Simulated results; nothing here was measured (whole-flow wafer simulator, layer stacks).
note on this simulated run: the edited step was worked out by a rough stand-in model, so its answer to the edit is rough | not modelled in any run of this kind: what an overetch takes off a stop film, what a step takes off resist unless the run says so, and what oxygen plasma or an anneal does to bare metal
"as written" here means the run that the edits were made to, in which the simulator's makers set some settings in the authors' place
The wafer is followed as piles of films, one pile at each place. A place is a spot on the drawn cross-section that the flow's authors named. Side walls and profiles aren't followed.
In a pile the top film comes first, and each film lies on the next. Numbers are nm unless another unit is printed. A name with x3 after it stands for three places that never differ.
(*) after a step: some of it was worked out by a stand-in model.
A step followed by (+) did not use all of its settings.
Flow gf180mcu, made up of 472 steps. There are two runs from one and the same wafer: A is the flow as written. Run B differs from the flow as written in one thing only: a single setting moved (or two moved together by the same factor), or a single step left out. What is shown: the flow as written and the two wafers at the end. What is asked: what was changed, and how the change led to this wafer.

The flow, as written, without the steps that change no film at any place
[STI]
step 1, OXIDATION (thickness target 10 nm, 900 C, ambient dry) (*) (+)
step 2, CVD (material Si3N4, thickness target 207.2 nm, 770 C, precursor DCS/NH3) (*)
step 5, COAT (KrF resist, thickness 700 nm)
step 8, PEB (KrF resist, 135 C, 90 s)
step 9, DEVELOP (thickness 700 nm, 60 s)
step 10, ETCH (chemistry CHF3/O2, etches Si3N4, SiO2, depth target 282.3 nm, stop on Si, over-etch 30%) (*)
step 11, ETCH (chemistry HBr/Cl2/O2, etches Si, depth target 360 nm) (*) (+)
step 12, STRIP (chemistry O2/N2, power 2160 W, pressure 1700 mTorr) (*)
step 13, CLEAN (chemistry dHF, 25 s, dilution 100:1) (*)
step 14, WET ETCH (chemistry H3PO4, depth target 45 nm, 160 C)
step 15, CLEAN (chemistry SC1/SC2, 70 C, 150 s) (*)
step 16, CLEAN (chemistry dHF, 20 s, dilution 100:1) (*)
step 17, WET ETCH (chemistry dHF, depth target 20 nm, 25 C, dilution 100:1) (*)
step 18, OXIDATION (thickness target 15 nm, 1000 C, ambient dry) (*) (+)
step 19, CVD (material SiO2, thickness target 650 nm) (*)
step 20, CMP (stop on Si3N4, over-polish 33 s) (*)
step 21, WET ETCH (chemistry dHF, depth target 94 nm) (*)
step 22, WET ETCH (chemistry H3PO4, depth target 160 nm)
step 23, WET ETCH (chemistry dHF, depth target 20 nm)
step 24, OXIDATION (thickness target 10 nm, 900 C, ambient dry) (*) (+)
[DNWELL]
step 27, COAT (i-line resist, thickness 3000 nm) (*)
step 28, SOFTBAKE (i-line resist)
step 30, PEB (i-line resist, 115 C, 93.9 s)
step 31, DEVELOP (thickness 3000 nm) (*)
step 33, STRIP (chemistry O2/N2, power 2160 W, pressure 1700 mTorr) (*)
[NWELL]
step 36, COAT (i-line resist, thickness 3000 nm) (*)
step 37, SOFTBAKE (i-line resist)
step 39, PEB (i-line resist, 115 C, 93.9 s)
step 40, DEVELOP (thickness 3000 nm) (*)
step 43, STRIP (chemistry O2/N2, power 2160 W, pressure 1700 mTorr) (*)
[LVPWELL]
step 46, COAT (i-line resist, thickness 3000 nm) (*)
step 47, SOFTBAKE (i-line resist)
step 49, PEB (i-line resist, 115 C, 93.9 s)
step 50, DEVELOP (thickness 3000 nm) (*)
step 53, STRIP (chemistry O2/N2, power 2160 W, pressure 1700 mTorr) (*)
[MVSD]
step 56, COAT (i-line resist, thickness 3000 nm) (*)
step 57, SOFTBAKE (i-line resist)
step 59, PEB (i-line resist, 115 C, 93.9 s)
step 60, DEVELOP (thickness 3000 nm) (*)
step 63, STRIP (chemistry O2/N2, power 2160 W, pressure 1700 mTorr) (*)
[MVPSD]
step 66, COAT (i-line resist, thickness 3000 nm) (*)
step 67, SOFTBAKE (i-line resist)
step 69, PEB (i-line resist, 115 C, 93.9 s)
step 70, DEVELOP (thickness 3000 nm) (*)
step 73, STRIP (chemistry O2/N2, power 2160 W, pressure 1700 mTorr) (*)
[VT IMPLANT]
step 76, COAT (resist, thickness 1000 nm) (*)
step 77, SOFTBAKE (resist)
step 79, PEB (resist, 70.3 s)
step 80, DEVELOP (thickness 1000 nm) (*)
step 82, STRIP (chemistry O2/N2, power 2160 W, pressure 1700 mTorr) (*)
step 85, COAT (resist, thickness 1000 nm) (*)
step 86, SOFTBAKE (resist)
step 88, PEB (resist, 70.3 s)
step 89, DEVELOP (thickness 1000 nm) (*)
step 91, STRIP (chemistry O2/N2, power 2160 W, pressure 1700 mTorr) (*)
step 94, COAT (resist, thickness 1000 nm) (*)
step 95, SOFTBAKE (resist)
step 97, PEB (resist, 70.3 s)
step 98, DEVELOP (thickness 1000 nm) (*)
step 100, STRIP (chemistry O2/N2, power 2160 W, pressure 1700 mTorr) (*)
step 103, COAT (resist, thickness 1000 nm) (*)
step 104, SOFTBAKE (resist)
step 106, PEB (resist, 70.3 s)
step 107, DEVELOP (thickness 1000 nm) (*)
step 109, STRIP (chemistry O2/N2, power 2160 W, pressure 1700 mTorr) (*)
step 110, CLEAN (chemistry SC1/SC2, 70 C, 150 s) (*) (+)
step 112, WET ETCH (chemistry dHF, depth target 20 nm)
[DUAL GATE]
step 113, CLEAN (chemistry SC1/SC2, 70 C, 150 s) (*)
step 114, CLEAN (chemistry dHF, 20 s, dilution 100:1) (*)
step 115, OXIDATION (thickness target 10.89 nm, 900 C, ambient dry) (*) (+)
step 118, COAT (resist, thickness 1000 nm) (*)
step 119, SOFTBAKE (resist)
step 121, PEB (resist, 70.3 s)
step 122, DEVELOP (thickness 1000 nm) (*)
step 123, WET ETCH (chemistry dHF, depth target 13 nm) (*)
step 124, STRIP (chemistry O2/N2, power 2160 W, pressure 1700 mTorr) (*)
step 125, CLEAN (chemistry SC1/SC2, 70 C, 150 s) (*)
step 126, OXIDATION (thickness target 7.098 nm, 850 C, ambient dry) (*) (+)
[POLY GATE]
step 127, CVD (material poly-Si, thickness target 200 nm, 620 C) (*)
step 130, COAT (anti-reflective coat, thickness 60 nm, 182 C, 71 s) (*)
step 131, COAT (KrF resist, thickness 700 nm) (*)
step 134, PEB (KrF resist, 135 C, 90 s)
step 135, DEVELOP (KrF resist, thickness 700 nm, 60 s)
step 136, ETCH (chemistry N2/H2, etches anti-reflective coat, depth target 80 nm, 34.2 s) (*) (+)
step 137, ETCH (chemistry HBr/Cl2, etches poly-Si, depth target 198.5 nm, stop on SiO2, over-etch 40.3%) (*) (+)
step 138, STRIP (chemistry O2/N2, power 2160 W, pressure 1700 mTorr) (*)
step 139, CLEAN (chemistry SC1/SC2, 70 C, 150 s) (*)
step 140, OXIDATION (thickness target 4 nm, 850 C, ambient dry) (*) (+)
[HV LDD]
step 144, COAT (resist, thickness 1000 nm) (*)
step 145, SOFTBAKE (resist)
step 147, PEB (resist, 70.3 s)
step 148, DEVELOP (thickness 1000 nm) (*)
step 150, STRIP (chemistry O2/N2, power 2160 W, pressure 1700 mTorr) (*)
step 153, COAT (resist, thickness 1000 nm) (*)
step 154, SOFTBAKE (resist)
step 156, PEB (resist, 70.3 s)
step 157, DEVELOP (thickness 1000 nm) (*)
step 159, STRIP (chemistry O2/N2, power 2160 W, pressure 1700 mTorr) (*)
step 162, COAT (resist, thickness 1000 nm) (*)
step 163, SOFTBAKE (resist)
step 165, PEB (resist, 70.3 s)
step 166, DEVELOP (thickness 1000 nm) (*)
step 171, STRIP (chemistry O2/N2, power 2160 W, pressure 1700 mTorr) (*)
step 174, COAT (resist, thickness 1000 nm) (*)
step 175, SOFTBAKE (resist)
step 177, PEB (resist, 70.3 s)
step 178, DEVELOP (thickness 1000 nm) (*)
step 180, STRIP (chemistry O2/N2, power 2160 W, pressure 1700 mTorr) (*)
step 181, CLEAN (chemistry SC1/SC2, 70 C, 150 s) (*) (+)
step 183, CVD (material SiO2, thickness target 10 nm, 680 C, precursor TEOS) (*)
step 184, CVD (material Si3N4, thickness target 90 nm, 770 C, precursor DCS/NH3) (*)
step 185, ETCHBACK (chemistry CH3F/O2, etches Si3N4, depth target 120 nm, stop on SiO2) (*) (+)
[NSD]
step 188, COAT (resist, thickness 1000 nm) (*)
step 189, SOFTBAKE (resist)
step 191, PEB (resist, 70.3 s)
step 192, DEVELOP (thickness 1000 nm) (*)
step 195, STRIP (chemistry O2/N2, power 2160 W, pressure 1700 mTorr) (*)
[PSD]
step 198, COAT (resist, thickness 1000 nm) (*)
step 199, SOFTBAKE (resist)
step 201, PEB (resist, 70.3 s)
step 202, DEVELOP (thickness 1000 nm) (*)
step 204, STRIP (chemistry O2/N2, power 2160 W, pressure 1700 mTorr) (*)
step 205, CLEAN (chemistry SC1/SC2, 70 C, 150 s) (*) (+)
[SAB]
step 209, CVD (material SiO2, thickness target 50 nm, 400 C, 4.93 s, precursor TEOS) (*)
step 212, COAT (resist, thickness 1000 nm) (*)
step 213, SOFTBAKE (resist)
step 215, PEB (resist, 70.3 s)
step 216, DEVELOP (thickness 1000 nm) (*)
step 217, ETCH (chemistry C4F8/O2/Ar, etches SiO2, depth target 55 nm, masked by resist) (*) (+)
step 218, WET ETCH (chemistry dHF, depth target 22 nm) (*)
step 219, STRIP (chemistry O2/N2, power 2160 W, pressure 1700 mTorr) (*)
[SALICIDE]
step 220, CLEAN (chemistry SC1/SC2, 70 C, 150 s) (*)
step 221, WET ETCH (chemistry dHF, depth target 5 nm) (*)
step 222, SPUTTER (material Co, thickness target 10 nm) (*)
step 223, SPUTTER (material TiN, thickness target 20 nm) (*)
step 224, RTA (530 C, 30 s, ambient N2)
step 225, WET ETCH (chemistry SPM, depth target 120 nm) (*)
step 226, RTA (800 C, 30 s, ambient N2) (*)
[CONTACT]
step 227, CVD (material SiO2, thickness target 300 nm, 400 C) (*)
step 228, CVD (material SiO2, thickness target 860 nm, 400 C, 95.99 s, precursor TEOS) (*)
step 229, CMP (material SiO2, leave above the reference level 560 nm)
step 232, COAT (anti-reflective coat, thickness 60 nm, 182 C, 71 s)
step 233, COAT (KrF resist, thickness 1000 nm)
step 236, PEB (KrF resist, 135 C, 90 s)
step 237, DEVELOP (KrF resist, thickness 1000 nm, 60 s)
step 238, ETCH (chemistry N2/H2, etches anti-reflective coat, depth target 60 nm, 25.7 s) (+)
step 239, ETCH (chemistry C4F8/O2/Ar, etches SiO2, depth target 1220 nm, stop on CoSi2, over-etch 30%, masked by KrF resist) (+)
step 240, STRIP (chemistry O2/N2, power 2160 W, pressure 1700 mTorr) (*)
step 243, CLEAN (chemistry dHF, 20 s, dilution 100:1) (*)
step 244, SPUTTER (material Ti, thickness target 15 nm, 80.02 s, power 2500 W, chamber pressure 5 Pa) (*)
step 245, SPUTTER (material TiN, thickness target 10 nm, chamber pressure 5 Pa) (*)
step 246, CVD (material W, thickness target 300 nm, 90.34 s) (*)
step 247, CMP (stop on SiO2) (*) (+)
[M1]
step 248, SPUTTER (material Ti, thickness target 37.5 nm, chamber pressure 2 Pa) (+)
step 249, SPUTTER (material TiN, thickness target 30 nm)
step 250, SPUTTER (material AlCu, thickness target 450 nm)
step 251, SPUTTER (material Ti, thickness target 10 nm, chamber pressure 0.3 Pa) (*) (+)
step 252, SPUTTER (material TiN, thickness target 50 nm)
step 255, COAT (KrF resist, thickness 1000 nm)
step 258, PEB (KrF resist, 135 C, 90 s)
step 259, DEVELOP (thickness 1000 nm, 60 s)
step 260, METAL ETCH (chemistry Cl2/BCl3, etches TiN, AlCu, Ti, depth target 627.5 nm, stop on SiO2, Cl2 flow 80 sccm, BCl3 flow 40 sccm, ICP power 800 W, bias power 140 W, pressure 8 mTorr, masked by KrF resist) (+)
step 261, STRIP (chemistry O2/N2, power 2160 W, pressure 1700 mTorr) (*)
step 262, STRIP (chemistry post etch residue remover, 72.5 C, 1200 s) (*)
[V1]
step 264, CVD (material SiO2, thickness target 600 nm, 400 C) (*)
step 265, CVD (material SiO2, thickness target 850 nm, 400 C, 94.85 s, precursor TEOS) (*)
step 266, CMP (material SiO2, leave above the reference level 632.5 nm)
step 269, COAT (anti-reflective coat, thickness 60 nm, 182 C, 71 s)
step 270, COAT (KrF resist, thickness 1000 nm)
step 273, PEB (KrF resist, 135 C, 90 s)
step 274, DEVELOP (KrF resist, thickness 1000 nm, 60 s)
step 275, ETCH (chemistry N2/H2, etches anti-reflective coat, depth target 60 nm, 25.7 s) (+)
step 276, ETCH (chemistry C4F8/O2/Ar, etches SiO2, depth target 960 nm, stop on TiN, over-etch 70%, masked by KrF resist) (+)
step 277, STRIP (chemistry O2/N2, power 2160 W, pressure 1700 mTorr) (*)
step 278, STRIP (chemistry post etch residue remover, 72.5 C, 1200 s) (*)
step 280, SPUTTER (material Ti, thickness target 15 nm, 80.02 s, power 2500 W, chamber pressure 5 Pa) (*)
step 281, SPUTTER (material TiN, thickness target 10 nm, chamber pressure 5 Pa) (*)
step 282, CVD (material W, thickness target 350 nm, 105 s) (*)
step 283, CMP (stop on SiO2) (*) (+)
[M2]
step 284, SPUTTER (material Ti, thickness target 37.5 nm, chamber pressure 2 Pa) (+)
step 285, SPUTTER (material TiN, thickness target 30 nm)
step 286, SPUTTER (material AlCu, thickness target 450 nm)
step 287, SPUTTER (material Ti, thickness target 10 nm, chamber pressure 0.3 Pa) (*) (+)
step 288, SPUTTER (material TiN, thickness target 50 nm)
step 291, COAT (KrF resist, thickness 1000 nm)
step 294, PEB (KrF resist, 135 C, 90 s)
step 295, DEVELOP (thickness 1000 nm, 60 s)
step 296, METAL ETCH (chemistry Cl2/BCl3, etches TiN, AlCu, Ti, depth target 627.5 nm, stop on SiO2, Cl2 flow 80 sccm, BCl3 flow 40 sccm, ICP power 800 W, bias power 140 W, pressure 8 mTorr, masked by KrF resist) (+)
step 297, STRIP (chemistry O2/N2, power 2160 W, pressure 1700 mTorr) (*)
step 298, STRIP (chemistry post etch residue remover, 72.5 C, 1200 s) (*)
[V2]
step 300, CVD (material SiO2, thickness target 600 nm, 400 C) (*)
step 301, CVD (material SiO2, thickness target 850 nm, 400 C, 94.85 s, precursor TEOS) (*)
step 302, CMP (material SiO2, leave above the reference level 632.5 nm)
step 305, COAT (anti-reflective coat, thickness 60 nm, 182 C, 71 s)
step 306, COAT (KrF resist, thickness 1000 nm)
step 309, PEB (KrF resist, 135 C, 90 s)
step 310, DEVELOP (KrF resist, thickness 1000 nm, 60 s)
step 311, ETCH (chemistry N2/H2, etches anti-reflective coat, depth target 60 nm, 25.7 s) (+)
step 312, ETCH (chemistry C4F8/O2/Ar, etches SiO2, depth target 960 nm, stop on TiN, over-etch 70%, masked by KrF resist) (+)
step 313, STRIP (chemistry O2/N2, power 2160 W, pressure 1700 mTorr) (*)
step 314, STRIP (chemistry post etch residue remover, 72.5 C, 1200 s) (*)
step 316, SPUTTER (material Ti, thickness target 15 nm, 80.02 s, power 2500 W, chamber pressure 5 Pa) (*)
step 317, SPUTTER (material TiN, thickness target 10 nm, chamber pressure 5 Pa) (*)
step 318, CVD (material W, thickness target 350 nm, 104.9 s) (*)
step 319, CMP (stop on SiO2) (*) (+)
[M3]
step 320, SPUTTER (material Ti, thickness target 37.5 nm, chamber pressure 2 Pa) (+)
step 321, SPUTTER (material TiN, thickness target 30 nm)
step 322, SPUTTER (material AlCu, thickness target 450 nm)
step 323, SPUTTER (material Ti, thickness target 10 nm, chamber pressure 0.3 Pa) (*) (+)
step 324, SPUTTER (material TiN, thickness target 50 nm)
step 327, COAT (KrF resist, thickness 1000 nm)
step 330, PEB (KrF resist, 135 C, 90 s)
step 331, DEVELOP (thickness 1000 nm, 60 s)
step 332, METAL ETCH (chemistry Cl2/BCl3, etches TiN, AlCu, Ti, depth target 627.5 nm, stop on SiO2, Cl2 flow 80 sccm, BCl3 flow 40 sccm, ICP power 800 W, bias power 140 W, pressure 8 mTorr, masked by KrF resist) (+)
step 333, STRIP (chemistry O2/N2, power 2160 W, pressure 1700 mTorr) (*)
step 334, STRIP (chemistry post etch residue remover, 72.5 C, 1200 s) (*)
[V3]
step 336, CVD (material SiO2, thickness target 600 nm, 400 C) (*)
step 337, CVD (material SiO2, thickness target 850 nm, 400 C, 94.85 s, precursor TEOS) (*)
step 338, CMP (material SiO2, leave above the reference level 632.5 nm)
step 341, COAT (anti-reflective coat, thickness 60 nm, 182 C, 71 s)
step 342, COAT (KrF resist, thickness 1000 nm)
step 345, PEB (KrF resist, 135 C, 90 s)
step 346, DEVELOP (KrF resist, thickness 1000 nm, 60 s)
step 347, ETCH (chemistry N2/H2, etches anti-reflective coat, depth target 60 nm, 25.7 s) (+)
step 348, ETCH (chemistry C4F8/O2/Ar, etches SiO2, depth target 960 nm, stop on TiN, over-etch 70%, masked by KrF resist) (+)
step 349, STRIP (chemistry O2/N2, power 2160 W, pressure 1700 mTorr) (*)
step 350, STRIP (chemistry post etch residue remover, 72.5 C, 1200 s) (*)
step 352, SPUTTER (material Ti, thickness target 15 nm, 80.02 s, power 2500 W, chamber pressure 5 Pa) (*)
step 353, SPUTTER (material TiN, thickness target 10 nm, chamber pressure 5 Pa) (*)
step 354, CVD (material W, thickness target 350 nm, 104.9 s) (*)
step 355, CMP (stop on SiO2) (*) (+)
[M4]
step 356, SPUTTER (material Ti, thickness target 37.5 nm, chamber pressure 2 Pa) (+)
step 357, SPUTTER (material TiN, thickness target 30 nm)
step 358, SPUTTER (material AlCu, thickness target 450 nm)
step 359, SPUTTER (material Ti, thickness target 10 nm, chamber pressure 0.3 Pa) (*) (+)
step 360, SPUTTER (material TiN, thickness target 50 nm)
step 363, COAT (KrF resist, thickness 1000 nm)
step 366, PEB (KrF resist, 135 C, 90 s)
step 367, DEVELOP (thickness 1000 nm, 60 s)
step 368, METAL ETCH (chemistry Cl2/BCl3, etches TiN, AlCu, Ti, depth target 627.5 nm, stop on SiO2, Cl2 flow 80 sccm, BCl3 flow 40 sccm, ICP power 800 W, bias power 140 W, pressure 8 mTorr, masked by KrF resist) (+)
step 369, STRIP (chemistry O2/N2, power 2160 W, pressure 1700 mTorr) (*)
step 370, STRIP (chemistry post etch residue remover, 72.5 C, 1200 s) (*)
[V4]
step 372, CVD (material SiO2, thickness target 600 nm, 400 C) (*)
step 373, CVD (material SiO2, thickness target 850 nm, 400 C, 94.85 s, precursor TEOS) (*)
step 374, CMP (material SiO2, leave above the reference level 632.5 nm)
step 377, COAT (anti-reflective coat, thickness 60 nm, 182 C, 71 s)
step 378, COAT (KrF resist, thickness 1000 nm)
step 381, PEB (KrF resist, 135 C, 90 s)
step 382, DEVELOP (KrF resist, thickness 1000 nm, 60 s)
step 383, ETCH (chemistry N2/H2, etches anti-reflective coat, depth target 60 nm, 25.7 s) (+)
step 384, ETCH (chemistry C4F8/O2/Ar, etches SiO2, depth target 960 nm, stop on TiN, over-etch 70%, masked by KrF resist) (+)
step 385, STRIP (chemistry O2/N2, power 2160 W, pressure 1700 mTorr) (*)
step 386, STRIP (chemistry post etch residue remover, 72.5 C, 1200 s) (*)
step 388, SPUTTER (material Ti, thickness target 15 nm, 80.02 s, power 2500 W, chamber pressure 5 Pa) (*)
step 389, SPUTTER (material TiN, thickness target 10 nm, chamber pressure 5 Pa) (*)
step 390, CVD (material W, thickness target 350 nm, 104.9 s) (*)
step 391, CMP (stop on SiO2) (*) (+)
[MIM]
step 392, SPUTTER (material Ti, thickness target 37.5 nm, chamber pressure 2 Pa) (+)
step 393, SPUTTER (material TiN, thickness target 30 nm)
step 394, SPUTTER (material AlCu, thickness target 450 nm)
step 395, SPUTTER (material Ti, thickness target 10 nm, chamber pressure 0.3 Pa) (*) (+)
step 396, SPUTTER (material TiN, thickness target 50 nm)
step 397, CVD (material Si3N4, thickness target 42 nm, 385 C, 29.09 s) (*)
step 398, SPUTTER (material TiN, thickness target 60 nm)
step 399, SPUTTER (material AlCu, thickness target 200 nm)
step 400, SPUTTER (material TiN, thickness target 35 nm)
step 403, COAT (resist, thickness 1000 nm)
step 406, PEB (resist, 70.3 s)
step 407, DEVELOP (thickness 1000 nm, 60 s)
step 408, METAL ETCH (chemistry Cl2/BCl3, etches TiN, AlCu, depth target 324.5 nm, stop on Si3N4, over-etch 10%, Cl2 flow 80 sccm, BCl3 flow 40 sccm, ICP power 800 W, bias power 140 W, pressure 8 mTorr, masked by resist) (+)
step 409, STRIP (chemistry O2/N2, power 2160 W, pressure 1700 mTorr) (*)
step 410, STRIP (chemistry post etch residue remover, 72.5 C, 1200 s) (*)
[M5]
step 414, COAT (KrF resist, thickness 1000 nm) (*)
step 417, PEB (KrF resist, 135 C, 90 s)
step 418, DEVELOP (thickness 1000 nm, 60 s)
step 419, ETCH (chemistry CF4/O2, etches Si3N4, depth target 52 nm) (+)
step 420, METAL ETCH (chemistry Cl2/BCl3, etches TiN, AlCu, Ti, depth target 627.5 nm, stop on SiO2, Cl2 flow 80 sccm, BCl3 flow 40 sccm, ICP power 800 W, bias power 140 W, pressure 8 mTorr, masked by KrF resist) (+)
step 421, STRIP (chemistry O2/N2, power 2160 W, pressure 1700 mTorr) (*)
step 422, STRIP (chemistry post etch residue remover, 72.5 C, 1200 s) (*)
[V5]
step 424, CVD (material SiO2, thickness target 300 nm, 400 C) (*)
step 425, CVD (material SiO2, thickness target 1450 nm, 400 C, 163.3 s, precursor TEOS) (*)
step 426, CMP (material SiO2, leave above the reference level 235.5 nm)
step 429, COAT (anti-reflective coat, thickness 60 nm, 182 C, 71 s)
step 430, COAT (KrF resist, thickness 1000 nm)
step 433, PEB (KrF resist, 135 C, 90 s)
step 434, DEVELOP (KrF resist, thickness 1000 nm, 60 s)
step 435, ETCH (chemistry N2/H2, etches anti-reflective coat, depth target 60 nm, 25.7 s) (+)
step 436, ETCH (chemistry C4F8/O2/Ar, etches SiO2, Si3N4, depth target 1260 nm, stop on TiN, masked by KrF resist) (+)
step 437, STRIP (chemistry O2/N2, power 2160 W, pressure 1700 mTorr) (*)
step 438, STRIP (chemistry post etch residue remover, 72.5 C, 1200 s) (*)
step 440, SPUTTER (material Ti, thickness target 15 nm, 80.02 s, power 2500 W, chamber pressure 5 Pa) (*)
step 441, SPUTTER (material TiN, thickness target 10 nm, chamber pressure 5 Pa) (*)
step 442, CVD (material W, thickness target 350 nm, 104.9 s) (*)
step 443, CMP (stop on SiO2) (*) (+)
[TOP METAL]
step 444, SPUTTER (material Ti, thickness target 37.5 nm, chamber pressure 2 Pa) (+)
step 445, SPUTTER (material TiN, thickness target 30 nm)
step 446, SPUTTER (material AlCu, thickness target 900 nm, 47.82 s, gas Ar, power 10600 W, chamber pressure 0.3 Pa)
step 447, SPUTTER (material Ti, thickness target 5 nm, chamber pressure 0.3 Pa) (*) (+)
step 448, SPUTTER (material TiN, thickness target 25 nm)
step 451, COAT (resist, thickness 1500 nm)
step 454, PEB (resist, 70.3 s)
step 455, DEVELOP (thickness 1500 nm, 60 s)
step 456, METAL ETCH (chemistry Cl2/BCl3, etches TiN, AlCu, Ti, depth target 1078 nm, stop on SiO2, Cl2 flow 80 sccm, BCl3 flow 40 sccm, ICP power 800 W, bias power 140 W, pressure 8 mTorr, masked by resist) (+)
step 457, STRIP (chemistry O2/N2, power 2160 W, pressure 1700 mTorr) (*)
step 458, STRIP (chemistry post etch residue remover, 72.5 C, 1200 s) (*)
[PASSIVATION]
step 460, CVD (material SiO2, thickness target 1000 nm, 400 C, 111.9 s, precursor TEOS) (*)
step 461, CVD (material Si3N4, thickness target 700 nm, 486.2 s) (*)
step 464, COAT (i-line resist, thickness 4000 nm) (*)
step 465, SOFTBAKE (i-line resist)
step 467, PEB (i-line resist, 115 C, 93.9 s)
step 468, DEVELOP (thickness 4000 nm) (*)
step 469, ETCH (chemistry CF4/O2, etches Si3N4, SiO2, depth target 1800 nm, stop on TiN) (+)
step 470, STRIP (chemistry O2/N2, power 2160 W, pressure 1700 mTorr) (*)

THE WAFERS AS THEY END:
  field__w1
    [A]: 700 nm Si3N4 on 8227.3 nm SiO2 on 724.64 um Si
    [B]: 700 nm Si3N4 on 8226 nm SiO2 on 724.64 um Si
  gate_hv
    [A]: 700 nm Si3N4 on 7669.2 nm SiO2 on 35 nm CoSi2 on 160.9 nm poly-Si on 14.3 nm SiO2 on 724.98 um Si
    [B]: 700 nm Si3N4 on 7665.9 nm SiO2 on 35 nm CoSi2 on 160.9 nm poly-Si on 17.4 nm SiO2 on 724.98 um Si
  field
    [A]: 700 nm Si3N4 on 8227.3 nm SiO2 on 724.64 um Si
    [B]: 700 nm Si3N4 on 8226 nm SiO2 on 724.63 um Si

What caused this: step 126, OXIDATION: thickness target 10.72 nm was run, whereas the flow has thickness target 7.098 nm.

Step by step, how the change led to this:
  step 126, OXIDATION (thickness target 7.098 nm, 850 C, ambient dry) (*) (+)
      gate_hv, active_hv, active_nat and 25 more: A SiO2 gains 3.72, Si loses 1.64 | B SiO2 gains 6.83, Si loses 3
      active, n_well, p_well and 12 more: A SiO2 gains 7.1 (new film), chemical SiO2 loses 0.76 (all of it), Si loses 2.79 | B SiO2 gains 10.7 (new film), chemical SiO2 loses 0.76 (all of it), Si loses 4.38
      (as well as at 49 more places)
  step 189, SOFTBAKE (resist)
      active_hv: A resist gains 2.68 | B resist loses 0.53
      nw_enc_fld_lv__w3: A resist gains 2.11 | B resist loses 1.6
      (as well as at 1 more place)
  step 199, SOFTBAKE (resist)
      active_hv: A resist gains 2.68 | B resist loses 0.53
      nw_enc_fld_lv__w3: A resist gains 2.11 | B resist loses 1.6
      (as well as at 1 more place)
  step 218, WET ETCH (chemistry dHF, depth target 22 nm) (*)
      active, p_well, sd_n, iso_ptap_pw, iso_ntap_nw, iso_ptap_sub, vpnp_e: A SiO2 loses 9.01 (all of it) | B SiO2 loses 12.4 (all of it)
      ldn_tap, ldn_src, ldn_drn, ldp_tap, ldp_src, ldp_drn: A SiO2 loses 16 (all of it) | B SiO2 loses 18.9 (all of it)
      (as well as at 10 more places)
